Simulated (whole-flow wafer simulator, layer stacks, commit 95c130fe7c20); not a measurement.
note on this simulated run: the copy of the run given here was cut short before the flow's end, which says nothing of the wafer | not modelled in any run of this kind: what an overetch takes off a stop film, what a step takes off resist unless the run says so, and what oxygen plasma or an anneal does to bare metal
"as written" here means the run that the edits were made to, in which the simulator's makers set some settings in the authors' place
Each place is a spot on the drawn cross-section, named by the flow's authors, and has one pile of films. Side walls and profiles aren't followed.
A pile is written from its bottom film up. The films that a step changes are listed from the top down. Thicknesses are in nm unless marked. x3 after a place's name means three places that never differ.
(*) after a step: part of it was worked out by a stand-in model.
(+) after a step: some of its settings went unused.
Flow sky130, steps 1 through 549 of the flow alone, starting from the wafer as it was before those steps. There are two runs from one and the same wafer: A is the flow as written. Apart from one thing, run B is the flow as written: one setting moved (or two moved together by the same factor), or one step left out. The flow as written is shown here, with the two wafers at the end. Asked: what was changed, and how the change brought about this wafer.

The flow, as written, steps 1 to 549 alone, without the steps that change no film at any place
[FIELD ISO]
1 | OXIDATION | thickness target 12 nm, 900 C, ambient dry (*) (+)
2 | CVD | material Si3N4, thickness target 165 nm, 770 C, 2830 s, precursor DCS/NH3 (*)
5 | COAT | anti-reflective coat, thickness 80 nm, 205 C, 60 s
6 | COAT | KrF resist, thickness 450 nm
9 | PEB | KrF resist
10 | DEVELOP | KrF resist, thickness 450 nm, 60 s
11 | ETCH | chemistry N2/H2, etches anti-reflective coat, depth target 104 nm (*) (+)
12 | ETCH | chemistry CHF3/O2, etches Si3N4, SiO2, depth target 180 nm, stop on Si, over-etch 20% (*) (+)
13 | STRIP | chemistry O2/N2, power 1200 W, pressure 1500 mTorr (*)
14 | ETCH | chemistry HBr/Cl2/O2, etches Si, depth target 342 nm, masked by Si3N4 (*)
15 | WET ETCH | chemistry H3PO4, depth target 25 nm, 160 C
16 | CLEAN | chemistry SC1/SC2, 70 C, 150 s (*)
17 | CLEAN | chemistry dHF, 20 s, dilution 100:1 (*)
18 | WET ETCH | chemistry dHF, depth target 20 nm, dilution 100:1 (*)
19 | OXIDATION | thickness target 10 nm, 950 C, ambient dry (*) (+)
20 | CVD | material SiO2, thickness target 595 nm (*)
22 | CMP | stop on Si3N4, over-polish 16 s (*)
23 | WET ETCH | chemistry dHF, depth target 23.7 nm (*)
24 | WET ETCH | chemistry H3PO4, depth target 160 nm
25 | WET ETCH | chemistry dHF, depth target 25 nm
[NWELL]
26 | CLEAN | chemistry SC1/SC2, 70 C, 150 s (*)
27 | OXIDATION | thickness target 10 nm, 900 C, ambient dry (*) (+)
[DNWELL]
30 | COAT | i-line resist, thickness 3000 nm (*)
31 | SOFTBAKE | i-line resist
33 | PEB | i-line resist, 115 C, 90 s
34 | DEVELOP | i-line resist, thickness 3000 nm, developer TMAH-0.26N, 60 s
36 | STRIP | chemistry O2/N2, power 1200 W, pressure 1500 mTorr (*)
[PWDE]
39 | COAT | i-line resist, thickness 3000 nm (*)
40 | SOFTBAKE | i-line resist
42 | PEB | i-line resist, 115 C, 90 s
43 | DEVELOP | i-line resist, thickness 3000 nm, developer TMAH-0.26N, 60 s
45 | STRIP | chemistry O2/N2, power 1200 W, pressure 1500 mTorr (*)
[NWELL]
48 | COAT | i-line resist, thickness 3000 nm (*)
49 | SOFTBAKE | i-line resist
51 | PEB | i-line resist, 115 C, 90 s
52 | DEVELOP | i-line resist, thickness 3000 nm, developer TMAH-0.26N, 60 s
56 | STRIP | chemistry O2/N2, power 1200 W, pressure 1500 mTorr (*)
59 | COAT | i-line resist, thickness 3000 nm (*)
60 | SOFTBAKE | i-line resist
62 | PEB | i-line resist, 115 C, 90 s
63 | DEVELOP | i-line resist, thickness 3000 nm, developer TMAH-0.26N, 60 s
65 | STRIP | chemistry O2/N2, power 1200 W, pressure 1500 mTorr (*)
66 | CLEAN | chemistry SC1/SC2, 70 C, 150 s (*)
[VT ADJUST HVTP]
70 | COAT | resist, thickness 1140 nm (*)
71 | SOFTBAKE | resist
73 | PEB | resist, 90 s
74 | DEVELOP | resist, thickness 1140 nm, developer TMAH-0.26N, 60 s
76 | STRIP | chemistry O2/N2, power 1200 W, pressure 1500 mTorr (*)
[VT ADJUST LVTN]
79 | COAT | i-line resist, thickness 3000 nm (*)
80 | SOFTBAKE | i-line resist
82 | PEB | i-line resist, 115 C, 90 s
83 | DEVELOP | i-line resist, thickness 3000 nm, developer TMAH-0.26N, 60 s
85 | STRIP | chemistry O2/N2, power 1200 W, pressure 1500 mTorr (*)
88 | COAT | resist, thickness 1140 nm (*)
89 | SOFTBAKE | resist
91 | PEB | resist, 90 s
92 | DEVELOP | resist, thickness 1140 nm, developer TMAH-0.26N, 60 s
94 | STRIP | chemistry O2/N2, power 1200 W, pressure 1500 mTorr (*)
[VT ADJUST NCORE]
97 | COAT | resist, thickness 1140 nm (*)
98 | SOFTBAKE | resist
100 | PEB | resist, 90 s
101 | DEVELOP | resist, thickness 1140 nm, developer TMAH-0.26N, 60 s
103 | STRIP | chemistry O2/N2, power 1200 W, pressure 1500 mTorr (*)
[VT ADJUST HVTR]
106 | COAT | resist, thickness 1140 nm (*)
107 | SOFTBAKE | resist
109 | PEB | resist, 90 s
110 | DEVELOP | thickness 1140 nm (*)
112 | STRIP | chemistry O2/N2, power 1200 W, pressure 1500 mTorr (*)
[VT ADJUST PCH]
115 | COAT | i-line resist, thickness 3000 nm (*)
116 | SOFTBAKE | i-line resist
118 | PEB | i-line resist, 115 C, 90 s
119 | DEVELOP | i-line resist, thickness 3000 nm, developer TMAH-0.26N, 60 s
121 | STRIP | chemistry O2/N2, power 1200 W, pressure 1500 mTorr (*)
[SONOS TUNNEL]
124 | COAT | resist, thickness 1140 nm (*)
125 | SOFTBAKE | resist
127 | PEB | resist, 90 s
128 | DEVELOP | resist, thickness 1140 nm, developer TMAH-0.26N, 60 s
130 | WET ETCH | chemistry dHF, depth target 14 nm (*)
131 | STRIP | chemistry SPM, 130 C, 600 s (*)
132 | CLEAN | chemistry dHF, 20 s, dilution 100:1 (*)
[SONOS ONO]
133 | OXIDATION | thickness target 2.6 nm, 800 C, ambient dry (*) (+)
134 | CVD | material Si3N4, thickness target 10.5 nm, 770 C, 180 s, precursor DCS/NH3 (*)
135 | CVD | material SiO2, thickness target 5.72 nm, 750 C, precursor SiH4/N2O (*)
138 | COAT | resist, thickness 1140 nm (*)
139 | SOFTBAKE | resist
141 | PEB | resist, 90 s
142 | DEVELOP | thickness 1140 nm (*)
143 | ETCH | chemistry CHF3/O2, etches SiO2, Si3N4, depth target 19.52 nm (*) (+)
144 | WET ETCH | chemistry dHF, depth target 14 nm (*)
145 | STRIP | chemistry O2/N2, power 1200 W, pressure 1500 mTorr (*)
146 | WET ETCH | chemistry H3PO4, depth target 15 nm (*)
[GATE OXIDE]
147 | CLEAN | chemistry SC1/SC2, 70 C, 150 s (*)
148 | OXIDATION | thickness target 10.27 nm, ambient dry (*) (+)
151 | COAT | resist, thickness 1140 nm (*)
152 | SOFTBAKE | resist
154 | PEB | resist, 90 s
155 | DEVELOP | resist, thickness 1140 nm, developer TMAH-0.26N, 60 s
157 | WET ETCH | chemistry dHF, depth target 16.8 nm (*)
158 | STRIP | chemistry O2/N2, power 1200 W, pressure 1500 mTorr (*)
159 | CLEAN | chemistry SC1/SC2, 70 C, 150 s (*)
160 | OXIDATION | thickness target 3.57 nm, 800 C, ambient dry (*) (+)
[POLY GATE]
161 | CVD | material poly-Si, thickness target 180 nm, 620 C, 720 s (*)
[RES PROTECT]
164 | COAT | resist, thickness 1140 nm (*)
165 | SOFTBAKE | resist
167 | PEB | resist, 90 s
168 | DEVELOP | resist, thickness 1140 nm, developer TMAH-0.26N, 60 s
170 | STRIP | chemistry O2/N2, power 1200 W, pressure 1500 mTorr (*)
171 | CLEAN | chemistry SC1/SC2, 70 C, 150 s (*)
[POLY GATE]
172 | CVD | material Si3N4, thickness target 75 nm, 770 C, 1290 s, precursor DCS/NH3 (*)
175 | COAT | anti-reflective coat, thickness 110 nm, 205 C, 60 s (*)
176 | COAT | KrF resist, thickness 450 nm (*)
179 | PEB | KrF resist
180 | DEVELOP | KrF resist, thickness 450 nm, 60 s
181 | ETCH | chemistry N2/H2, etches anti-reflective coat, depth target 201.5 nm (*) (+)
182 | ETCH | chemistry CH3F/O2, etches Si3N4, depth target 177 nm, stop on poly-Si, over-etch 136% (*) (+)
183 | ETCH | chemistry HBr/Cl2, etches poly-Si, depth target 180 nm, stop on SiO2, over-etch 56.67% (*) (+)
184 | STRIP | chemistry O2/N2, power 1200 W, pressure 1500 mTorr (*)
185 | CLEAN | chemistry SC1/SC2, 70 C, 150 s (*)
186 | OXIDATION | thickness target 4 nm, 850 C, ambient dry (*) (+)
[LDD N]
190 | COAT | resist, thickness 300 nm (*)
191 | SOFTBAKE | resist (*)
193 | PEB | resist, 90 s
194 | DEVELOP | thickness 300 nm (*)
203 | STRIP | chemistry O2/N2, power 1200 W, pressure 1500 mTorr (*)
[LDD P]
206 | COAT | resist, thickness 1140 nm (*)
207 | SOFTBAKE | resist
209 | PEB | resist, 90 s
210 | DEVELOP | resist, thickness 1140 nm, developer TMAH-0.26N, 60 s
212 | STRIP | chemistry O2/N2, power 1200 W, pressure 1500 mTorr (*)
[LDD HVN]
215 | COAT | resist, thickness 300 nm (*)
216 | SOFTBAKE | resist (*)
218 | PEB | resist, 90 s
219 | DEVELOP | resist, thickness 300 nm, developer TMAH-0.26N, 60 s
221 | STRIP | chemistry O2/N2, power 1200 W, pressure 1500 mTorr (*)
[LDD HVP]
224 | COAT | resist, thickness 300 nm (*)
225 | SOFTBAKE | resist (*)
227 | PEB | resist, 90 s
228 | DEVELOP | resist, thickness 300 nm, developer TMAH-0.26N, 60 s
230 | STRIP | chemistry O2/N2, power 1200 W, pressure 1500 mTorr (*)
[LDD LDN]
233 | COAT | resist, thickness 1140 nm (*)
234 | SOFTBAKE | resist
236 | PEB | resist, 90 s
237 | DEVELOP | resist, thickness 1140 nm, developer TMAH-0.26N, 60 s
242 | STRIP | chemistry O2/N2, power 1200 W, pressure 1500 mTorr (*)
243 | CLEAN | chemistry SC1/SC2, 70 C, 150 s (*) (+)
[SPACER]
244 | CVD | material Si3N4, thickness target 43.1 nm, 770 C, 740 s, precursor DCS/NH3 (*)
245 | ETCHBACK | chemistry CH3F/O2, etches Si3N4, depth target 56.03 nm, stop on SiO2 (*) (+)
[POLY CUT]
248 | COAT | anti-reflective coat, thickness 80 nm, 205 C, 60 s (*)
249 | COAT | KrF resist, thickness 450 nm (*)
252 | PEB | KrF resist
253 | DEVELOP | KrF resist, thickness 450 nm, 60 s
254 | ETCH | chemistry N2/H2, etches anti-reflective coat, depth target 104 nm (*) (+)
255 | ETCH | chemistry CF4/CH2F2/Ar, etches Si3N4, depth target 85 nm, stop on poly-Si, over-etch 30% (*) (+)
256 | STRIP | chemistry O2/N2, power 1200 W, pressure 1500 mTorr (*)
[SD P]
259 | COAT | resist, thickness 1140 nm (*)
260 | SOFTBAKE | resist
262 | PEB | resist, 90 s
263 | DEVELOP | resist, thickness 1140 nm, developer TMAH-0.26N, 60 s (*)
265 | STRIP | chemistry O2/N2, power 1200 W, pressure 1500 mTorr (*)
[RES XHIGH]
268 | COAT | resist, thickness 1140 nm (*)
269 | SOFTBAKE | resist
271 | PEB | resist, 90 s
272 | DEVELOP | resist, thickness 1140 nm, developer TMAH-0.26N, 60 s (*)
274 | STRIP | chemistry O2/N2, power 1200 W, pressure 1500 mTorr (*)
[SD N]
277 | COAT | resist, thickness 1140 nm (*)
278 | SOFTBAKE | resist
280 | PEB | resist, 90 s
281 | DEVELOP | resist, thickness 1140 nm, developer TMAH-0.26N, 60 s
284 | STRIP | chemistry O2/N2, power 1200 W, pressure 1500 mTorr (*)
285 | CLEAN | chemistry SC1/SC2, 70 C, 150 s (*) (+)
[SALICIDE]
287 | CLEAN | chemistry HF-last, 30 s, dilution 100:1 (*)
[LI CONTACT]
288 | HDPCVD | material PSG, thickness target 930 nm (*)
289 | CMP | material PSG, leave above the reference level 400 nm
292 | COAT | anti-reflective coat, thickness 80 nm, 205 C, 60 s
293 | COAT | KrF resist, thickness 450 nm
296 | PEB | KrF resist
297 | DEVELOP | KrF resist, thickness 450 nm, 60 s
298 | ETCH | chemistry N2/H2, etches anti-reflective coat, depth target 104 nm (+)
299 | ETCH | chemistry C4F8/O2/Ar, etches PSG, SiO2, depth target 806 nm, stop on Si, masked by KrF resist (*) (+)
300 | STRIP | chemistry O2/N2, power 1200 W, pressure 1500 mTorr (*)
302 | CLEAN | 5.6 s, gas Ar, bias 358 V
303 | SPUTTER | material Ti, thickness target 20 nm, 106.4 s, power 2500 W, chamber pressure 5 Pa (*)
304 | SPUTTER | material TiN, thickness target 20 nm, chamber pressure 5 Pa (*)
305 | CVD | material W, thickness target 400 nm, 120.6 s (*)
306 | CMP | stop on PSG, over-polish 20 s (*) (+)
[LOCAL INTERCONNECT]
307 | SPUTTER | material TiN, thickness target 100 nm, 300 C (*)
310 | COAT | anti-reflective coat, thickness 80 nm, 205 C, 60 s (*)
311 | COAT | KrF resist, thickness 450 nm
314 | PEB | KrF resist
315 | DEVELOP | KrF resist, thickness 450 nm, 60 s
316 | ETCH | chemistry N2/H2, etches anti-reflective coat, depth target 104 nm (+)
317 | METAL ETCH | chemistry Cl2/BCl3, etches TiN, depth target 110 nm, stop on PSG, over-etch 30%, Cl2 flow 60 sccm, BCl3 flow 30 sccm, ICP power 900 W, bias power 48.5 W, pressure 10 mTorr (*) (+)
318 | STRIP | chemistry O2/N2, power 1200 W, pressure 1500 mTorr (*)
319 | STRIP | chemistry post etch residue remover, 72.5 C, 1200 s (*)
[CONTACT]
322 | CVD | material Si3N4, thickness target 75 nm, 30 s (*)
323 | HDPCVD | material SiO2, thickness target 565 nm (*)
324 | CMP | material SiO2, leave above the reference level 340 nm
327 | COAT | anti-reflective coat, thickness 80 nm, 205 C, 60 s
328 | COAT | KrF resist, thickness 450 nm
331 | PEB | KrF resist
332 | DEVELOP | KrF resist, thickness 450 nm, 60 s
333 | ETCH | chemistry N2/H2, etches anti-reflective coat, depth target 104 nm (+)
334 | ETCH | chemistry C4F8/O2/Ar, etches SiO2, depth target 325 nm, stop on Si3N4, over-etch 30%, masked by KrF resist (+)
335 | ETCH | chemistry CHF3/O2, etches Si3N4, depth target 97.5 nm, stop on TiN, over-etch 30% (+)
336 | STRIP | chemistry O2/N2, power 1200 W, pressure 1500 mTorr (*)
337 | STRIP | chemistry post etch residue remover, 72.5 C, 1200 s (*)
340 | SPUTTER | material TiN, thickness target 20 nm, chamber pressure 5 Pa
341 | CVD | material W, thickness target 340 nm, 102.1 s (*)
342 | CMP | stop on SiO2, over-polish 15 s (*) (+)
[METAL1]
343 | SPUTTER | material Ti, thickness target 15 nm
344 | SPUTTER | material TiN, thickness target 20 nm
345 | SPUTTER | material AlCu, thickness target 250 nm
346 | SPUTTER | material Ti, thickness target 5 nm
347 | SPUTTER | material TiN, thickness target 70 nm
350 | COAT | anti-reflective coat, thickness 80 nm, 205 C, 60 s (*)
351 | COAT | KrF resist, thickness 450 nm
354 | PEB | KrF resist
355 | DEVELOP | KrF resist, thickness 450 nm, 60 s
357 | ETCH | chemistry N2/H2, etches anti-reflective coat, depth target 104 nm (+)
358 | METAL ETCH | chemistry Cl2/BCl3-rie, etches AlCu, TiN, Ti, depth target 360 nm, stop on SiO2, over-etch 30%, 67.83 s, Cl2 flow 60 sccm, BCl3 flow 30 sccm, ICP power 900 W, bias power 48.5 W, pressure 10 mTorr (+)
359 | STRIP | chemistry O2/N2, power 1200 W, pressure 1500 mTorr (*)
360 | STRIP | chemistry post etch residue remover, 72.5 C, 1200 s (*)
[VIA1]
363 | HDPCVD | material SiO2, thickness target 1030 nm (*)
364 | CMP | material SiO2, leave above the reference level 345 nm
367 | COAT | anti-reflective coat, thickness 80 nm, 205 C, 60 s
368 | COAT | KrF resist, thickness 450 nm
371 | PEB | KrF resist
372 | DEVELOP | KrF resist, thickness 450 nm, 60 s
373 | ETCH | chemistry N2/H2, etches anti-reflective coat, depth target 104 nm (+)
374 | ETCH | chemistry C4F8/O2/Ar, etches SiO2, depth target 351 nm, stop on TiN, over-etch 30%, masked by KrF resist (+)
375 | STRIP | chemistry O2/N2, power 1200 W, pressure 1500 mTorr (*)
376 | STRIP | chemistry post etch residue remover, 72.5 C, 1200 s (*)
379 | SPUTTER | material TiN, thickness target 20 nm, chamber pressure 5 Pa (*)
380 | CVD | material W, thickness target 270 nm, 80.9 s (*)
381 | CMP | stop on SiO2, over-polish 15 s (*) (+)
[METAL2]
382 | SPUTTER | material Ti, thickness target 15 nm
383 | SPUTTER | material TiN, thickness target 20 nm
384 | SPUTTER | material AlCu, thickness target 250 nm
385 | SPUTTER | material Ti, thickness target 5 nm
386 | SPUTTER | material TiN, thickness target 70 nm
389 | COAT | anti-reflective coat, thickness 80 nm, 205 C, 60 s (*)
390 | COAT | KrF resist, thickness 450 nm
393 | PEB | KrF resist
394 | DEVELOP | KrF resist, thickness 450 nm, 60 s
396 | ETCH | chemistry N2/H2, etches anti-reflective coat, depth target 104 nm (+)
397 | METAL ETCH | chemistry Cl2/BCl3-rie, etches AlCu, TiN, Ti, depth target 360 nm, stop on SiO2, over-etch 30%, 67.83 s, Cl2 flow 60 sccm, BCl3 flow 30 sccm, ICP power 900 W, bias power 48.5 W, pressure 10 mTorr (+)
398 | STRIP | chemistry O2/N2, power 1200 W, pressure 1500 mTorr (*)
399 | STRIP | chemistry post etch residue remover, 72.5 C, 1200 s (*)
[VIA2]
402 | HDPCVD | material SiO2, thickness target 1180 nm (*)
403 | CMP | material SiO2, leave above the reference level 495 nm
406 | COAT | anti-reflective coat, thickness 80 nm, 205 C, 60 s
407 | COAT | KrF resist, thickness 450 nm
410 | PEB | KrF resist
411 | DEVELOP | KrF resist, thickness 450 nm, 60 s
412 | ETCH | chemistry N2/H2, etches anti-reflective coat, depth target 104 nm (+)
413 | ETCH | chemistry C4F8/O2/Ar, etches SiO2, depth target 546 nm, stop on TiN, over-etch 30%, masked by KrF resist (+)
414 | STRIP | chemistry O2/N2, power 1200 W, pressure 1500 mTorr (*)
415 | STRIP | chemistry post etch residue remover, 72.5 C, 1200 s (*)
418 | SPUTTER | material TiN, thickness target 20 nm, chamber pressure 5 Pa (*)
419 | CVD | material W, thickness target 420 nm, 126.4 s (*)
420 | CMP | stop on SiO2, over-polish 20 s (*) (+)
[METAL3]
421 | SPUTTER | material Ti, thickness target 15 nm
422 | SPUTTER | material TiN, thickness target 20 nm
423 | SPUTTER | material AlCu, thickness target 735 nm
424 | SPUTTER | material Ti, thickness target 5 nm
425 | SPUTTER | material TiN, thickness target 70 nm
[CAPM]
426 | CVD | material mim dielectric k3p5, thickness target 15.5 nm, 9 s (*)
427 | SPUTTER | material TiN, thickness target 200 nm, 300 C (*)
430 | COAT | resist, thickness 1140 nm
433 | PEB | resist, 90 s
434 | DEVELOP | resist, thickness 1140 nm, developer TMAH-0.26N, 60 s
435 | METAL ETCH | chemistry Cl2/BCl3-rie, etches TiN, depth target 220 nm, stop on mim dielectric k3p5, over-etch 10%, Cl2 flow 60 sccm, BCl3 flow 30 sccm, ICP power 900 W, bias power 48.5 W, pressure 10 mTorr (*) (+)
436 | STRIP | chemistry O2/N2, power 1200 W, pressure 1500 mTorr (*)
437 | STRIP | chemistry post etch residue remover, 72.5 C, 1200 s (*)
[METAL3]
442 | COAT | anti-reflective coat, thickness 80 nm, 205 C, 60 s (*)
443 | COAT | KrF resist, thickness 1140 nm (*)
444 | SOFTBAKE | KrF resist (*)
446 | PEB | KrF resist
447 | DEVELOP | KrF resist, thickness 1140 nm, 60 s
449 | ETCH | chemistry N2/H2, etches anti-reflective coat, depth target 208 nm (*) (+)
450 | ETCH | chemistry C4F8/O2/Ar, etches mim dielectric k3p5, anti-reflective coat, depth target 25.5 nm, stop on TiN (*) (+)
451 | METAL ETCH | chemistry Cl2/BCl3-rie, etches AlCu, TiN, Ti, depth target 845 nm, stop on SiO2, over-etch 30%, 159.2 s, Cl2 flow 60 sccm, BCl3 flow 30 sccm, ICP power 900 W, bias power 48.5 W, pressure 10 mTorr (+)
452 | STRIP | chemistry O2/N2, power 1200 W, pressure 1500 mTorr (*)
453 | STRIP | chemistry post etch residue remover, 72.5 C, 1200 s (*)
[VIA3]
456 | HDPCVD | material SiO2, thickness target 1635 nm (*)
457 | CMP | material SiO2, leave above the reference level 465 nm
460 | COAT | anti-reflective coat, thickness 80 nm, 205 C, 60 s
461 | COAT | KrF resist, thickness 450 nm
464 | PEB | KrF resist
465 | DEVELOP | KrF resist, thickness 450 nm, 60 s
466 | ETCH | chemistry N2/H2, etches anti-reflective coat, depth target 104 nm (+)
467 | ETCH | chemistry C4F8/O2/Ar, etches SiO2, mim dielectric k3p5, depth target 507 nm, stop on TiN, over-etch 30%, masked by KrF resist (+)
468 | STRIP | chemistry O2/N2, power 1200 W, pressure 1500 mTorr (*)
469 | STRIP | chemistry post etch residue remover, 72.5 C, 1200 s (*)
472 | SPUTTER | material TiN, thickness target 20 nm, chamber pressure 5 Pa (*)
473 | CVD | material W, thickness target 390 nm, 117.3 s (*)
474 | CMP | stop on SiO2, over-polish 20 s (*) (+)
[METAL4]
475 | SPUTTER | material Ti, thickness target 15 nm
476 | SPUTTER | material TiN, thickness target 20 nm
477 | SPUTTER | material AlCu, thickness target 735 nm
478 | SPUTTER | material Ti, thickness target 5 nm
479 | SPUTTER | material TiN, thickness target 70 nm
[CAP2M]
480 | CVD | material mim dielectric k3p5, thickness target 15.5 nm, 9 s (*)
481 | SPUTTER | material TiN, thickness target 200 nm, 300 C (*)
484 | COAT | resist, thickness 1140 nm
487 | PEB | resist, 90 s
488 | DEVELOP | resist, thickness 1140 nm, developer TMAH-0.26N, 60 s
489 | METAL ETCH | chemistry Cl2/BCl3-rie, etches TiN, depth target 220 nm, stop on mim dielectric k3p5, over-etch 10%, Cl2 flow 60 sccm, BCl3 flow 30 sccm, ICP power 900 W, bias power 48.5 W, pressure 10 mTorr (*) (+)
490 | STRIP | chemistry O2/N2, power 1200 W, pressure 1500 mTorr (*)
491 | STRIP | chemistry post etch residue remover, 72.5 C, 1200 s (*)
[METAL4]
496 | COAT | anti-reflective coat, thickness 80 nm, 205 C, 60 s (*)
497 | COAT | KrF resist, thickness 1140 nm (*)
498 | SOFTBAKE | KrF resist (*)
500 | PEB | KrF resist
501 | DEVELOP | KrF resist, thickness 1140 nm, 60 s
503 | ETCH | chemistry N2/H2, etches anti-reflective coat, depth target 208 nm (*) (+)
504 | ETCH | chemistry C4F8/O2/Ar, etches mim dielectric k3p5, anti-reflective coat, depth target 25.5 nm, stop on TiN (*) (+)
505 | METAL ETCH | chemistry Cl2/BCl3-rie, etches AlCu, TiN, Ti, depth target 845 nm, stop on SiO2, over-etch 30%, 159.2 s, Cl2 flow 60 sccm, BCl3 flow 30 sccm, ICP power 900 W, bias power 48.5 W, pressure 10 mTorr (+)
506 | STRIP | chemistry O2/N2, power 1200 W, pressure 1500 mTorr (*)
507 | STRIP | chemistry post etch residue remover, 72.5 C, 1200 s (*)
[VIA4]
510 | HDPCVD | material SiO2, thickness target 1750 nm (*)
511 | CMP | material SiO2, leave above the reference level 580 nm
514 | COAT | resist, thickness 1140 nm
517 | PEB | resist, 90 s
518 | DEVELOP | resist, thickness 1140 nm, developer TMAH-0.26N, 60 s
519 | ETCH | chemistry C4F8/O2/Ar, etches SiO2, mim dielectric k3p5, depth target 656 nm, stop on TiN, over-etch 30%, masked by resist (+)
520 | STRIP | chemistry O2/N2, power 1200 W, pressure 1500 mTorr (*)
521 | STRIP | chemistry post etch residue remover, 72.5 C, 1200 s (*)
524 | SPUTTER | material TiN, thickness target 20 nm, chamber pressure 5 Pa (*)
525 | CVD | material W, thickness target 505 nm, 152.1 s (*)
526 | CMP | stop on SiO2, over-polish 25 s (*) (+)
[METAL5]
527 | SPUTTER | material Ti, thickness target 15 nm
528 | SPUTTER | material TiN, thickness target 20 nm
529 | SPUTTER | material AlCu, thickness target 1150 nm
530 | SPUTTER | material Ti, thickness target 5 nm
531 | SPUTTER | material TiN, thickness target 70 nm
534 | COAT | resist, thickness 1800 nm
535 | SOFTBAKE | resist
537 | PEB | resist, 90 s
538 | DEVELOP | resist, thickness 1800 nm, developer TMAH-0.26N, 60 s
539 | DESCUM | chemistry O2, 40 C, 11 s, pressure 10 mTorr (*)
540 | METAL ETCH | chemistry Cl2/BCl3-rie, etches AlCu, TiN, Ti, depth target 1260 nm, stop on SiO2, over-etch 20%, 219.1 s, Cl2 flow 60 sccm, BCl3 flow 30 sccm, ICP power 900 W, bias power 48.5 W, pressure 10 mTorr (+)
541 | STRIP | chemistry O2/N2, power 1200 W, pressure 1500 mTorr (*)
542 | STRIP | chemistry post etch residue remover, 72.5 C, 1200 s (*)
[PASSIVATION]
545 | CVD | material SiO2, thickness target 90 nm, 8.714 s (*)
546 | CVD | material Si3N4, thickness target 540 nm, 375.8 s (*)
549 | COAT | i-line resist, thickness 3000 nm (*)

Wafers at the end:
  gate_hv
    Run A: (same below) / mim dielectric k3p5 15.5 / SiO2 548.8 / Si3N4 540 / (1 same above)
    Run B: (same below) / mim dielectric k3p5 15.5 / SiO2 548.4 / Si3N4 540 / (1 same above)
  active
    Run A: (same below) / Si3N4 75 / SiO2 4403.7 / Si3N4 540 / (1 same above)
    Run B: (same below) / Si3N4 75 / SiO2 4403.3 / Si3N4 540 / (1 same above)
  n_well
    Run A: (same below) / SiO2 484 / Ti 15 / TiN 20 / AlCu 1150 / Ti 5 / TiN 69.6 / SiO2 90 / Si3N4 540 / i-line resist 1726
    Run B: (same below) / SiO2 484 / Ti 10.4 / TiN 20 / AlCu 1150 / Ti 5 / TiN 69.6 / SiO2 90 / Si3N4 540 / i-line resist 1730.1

The reason: step 527, SPUTTER: thickness target 10.4 nm was run, whereas the flow has thickness target 15 nm.
The wafer itself shows it: n_well has Ti 10.4, and step 527 as written asks for 15 nm.

The path from the change to this, step by step:
  527 | SPUTTER | material Ti, thickness target 15 nm
      field, active, n_well and 190 more: A Ti gains 15 (new film) | B Ti gains 10.4 (new film)
  540 | METAL ETCH | chemistry Cl2/BCl3-rie, etches AlCu, TiN, Ti, depth target 1260 nm, stop on SiO2, over-etch 20%, 219.1 s, Cl2 flow 60 sccm, BCl3 flow 30 sccm, ICP power 900 W, bias power 48.5 W, pressure 10 mTorr (+)
      field, active, gate and 175 more: A TiN loses 70 (all of it), Ti loses 5 (all of it), AlCu loses 1150 (all of it), TiN loses 20 (all of it), Ti loses 15 (all of it), SiO2 loses 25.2 | B TiN loses 70 (all of it), Ti loses 5 (all of it), AlCu loses 1150 (all of it), TiN loses 20 (all of it), Ti loses 10.4 (all of it), SiO2 loses 25.7
